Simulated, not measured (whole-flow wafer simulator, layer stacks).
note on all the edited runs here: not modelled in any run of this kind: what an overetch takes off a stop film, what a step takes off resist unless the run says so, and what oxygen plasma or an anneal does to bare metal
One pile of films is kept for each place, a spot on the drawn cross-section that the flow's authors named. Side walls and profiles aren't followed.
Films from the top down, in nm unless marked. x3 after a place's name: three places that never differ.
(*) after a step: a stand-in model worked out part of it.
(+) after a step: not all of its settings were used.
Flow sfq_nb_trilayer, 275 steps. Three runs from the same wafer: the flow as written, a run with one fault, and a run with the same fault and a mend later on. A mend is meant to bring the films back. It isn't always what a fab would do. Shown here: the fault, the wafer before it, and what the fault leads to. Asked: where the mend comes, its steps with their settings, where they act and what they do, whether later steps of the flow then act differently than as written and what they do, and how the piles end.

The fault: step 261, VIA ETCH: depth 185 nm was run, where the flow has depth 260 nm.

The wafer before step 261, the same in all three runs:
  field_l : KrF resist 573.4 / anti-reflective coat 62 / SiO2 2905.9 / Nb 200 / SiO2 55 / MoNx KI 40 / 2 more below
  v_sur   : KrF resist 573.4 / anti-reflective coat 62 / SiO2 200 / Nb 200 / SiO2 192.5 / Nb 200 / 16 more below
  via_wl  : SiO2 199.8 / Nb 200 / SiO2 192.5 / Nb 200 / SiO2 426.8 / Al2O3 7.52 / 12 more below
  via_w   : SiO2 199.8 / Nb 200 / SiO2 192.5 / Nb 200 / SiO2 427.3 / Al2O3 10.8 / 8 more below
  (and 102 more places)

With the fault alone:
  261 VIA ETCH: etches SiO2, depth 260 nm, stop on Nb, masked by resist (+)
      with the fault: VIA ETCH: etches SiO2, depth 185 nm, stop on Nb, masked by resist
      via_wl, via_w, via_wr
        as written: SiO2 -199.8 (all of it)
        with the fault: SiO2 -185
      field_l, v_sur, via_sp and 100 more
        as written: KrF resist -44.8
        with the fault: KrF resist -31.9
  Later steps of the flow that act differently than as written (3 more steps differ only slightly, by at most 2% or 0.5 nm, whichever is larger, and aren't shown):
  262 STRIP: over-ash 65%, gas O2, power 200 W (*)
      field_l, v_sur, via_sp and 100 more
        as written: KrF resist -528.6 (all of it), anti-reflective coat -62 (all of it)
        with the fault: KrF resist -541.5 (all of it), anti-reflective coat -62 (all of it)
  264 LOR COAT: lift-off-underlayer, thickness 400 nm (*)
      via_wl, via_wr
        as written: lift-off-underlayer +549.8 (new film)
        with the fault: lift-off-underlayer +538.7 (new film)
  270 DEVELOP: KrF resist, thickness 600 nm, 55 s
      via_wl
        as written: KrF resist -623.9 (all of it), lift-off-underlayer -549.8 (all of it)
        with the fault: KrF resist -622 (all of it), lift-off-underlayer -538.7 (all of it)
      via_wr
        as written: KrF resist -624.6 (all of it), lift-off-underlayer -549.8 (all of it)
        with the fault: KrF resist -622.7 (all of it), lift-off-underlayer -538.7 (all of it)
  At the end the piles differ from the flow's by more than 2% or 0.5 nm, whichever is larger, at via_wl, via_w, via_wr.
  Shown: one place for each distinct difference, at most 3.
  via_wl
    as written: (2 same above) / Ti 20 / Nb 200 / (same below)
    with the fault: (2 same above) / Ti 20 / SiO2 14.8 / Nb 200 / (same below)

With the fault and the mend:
  The mend comes after step 261.
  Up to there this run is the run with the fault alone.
  261a VIA ETCH: etches SiO2, depth 75 nm, stop on Nb, masked by resist (+) (the flow's step 261 once more, with other settings)
      field_l, v_sur, via_sp and 100 more
        KrF resist -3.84
      via_wl, via_w, via_wr
        SiO2 -14.8 (all of it)
  No later step of the flow acts differently than as written, at any place that is followed, by more than 2% or 0.5 nm, whichever is larger.
  At the end the piles are the same as the flow's at every place that both follow.
